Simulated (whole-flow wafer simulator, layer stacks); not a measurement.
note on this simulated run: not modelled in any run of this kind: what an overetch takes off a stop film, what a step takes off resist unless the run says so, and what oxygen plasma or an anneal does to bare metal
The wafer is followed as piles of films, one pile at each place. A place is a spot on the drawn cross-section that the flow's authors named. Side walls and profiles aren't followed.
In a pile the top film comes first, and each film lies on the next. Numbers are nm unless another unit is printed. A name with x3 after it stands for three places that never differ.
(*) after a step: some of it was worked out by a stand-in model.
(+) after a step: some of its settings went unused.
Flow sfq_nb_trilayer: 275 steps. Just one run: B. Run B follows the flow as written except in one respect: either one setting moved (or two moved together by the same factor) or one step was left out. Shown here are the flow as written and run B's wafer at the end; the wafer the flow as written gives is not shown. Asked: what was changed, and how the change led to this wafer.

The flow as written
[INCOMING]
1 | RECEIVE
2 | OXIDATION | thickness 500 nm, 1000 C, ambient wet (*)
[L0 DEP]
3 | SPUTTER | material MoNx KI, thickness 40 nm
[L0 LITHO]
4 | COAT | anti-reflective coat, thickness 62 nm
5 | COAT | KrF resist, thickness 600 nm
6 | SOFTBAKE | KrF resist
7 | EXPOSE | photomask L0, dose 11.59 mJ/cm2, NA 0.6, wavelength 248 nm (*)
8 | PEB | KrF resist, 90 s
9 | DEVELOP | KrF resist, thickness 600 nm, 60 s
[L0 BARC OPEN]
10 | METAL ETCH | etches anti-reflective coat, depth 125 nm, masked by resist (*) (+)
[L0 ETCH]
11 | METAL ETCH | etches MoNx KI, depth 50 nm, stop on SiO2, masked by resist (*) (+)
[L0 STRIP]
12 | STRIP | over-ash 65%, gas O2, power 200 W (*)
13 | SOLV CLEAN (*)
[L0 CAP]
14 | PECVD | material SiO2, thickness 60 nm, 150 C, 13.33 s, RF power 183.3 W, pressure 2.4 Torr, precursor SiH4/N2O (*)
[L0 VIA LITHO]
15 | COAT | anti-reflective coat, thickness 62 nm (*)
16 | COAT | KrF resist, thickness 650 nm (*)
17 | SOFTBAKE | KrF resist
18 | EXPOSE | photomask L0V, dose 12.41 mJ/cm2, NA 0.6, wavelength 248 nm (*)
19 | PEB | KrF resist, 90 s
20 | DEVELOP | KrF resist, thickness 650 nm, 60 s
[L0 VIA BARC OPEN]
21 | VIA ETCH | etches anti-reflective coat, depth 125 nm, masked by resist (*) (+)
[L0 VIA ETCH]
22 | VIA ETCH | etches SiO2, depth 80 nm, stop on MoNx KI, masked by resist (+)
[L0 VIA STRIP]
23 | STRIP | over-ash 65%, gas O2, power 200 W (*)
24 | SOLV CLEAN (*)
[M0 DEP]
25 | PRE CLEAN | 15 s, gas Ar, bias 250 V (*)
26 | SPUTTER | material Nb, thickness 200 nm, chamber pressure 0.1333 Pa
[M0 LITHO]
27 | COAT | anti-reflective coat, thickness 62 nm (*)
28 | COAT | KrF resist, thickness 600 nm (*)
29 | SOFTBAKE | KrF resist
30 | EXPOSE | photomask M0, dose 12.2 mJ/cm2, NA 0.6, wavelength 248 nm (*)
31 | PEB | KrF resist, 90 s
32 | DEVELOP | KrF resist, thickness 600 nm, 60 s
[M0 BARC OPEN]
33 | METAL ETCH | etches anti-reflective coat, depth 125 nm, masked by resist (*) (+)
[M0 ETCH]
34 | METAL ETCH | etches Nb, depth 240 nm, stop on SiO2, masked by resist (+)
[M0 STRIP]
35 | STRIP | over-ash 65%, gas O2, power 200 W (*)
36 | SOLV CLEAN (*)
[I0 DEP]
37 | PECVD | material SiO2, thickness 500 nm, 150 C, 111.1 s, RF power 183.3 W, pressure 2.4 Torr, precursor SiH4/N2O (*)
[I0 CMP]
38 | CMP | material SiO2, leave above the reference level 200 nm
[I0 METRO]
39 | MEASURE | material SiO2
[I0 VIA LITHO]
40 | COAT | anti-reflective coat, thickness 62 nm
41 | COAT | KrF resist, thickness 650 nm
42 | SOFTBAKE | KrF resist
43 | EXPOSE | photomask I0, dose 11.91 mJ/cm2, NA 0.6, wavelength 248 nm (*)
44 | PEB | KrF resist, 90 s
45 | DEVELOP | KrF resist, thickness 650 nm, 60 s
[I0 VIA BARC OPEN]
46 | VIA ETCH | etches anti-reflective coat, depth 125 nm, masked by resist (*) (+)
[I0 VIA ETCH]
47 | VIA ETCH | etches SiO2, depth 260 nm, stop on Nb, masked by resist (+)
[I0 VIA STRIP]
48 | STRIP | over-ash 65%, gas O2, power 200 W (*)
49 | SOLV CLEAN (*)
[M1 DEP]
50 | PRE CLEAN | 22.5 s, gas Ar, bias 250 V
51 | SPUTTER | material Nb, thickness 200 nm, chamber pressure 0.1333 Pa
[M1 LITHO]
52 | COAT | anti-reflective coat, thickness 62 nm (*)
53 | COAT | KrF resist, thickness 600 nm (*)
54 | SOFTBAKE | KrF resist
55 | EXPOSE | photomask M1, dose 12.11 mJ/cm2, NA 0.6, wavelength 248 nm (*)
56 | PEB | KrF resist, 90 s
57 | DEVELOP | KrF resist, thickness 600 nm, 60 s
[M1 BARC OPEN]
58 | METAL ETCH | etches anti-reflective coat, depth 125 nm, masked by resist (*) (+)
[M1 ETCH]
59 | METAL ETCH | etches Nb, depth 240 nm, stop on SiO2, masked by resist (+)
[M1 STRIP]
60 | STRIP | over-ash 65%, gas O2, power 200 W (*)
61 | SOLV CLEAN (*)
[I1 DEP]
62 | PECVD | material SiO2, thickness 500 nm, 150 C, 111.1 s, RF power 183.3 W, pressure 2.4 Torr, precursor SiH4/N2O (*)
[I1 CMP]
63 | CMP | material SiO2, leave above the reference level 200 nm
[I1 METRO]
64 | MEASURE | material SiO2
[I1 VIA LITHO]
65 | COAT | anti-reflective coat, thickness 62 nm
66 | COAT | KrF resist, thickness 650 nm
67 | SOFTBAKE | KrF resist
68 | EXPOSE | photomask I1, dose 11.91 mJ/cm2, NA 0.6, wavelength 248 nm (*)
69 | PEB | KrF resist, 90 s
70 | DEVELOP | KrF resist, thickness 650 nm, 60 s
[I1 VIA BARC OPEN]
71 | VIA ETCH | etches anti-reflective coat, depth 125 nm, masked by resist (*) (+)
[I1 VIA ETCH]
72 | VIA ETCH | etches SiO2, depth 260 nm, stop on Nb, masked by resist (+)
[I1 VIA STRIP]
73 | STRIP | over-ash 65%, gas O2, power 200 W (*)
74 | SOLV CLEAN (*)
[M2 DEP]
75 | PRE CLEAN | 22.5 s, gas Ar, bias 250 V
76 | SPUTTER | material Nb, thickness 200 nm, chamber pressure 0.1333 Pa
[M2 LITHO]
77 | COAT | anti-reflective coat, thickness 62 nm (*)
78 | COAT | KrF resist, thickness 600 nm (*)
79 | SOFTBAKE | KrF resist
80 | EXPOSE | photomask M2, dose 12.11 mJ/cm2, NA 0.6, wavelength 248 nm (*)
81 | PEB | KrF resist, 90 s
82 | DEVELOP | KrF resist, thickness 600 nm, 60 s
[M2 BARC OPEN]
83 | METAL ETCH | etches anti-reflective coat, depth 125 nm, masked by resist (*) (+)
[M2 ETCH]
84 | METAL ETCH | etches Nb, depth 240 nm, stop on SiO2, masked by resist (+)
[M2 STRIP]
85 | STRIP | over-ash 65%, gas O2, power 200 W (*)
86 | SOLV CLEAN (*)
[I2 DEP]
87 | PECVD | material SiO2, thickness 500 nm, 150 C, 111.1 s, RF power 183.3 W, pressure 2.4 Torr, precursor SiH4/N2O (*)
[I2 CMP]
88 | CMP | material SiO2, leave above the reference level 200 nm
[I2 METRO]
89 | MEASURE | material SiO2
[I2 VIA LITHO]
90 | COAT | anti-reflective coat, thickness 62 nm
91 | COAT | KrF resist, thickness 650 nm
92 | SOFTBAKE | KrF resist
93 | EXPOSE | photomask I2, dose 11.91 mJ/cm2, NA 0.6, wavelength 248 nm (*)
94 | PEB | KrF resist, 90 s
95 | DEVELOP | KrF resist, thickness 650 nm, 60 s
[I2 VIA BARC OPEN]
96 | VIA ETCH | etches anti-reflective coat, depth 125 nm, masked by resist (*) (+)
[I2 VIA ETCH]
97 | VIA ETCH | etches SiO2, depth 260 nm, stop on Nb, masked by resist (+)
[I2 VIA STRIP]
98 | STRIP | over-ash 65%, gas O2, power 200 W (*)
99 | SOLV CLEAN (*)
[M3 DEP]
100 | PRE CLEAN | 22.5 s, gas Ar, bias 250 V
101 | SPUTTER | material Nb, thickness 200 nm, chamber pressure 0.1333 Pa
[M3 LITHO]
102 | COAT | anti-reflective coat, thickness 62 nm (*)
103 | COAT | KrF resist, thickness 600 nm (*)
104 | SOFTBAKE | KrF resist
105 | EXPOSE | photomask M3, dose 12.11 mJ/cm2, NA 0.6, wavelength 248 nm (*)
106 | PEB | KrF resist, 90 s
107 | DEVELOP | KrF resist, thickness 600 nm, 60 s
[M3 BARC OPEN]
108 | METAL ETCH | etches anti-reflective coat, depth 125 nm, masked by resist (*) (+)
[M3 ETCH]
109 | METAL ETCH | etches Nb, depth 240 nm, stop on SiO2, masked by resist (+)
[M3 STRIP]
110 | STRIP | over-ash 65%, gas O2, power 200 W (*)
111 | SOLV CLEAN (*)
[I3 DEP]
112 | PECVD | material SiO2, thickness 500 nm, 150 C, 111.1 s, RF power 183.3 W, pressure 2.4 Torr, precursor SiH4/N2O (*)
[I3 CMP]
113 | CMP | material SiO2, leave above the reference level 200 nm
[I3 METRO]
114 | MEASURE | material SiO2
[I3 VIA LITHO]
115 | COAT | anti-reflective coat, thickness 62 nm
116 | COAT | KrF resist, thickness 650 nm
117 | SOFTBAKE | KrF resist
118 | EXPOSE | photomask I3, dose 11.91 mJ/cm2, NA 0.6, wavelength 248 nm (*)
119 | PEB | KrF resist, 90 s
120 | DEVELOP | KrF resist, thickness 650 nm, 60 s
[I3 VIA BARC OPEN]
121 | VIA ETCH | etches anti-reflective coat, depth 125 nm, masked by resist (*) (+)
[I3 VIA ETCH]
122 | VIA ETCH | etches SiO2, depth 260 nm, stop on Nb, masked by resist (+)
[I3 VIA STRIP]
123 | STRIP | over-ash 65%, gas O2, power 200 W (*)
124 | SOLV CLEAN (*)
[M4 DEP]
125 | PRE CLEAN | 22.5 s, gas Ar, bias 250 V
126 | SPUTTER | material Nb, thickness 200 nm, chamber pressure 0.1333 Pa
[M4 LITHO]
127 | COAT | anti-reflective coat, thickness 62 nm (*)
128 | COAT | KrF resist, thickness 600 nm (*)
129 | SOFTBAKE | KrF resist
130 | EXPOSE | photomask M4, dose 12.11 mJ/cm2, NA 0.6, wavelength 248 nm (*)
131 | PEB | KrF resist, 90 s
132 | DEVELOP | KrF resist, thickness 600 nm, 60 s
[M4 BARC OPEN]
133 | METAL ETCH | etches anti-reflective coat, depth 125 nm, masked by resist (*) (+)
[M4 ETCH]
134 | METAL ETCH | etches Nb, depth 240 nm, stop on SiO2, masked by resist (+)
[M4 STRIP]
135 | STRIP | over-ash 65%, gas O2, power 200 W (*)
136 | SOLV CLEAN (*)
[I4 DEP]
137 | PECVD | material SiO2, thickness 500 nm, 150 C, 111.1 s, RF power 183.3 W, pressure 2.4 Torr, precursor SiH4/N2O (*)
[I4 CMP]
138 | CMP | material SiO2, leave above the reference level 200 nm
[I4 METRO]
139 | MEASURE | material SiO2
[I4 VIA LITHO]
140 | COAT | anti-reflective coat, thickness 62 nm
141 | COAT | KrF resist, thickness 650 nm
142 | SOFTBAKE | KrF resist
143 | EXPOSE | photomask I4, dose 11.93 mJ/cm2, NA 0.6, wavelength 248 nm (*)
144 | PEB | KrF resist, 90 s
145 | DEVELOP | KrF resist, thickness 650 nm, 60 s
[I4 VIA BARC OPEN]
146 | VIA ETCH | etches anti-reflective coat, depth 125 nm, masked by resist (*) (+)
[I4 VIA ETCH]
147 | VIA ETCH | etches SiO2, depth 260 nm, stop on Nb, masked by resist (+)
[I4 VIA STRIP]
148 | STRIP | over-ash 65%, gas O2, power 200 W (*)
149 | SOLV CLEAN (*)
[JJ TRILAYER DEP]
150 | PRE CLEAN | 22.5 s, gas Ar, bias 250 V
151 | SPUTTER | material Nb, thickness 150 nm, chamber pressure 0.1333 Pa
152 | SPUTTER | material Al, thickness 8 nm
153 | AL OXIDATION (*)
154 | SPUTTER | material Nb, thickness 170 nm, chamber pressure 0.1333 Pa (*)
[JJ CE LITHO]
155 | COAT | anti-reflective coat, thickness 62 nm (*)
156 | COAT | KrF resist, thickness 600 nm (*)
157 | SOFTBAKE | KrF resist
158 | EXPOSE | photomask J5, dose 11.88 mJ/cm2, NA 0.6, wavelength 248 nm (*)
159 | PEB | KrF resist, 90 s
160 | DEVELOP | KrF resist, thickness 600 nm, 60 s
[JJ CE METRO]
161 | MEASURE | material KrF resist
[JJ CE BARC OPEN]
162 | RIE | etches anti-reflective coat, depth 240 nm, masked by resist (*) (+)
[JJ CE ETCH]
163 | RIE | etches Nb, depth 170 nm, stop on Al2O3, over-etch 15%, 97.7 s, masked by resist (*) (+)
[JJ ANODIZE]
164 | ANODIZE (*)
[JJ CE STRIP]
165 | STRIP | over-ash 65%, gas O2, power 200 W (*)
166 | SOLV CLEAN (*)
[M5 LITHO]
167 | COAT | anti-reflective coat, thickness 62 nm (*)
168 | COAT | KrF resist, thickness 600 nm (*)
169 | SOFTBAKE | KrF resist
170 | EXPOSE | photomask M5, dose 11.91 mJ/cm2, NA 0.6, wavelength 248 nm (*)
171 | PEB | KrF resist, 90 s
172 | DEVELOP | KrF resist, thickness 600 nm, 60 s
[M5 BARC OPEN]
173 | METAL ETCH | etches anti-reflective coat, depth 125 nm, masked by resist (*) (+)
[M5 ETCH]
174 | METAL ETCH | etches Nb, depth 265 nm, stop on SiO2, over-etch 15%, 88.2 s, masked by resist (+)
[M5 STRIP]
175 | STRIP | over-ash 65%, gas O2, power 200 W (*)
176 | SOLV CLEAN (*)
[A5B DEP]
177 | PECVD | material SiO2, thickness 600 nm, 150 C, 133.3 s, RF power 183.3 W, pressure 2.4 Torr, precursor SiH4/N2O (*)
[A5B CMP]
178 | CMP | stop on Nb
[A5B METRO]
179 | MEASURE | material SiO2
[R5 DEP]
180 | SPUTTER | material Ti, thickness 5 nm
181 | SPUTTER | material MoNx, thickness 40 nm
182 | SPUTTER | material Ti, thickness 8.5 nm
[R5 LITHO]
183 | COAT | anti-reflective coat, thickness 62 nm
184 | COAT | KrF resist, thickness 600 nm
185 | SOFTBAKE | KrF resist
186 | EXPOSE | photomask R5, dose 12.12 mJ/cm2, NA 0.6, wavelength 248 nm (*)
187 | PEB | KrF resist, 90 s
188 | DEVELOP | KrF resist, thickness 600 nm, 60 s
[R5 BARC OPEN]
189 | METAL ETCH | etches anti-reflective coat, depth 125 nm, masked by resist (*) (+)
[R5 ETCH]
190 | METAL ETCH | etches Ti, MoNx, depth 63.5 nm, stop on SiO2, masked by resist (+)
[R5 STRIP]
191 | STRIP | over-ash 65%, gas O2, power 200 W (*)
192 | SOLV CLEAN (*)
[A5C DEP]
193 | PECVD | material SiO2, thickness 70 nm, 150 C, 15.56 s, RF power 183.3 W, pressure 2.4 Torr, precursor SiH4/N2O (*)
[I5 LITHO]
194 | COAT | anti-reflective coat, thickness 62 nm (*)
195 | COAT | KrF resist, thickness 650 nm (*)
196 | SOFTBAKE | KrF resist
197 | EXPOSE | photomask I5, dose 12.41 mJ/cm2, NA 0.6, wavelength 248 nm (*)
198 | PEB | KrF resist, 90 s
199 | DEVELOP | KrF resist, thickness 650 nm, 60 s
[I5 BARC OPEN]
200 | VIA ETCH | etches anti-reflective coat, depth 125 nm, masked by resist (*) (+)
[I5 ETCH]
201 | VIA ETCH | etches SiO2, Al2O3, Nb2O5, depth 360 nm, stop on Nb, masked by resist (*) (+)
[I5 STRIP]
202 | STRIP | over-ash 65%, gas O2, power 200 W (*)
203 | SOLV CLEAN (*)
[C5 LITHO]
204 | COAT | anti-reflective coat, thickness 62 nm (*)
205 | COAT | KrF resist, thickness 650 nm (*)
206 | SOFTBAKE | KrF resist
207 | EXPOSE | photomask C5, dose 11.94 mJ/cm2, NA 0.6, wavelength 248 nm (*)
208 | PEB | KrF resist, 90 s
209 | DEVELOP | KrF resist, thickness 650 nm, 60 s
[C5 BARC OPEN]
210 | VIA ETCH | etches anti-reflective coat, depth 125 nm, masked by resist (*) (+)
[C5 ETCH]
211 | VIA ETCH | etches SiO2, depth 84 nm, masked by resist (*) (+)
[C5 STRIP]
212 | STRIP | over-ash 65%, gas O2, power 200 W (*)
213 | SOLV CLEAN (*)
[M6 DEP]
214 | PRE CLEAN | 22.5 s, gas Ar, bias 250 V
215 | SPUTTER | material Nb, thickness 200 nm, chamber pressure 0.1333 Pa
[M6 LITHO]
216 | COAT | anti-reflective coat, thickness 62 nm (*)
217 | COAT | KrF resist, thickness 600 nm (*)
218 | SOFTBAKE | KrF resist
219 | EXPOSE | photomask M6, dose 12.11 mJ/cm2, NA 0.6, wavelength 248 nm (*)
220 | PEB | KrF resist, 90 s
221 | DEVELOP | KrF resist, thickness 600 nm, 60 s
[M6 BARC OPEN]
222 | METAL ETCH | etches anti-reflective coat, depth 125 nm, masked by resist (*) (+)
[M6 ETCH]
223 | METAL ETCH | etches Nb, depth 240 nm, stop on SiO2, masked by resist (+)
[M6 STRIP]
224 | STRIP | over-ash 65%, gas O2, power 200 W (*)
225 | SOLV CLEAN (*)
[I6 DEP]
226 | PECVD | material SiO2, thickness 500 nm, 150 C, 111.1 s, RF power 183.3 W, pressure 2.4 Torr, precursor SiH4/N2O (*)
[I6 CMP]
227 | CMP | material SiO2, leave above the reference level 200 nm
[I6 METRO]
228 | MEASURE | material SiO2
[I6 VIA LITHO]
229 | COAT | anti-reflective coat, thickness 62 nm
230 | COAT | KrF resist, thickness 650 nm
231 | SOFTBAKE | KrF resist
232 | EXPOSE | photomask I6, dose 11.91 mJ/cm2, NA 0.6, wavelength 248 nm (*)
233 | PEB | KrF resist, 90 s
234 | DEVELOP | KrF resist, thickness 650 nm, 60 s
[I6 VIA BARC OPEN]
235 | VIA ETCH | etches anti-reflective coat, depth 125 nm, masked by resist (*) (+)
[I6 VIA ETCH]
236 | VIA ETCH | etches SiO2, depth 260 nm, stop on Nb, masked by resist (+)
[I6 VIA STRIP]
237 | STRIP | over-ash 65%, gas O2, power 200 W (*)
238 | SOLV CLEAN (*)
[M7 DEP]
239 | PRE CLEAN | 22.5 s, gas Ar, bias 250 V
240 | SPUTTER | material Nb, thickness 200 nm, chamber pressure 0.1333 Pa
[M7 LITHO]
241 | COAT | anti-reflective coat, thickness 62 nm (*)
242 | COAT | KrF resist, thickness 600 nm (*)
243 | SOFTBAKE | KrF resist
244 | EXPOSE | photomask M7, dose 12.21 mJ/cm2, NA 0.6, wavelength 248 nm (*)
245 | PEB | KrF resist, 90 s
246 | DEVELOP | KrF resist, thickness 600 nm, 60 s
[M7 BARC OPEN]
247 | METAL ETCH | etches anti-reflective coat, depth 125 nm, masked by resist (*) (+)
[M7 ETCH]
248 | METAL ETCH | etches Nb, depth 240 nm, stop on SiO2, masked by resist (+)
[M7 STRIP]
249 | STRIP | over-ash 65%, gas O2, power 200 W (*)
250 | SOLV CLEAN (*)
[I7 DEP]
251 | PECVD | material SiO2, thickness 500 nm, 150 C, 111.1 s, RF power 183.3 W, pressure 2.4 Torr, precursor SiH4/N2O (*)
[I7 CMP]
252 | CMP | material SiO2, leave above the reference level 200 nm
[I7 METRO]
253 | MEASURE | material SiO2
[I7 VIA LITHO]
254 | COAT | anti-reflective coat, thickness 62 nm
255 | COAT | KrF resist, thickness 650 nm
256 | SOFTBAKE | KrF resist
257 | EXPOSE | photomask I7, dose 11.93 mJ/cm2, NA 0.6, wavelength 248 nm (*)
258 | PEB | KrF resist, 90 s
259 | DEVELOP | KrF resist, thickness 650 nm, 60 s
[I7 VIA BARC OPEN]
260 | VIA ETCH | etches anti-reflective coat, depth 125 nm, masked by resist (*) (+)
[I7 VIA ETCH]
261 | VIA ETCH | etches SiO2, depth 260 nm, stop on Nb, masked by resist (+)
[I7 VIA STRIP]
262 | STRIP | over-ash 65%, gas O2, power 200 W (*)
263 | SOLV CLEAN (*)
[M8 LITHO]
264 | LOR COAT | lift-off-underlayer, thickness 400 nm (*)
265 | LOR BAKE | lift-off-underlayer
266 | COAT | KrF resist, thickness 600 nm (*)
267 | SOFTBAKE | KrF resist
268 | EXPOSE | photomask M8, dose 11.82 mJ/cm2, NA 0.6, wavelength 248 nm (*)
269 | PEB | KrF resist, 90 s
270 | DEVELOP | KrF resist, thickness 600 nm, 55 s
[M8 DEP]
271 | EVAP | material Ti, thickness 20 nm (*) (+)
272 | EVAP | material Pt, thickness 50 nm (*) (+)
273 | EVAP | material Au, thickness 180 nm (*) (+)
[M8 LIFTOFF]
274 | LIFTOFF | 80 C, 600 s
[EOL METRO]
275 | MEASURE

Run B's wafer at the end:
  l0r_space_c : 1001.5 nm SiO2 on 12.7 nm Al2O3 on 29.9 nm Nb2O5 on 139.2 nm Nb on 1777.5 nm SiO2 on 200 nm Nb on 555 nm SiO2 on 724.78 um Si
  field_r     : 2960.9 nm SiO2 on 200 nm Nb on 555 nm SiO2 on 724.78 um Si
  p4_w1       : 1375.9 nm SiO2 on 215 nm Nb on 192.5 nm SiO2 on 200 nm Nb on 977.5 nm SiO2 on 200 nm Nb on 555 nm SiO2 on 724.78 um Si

Cause: step 126, SPUTTER: thickness 215 nm was run, while the flow as written has thickness 200 nm.
The wafer lets one read it off: p4_w1 has Nb 215, and step 126 as written asks for 200 nm.

The path from the change to this, step by step:
  126 | SPUTTER | material Nb, thickness 200 nm, chamber pressure 0.1333 Pa
      field_l, v_sur, via_wl and 102 more: +215 Nb (new film) (it would be, as written: +200 Nb (new film))
      via_v: +178.1 Nb (it would be, as written: +165.5 Nb)
  134 | METAL ETCH | etches Nb, depth 240 nm, stop on SiO2, masked by resist (+)
      field_l, be, be_sur and 64 more: -215 Nb (all of it) (it would be, as written: -200 Nb (all of it))
  137 | PECVD | material SiO2, thickness 500 nm, 150 C, 111.1 s, RF power 183.3 W, pressure 2.4 Torr, precursor SiH4/N2O (*)
      p3_s0, p3_s1, p3_s2, p3_s3, p3_s4, p3_s5: +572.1 SiO2 (it would be, as written: +557.1 SiO2)
  138 | CMP | material SiO2, leave above the reference level 200 nm
      field_l, be, be_sur and 55 more: -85 SiO2 (it would be, as written: -100 SiO2)
      lsp_r, l0_sur, l0v: -76.3 SiO2 (it would be, as written: -91.9 SiO2)
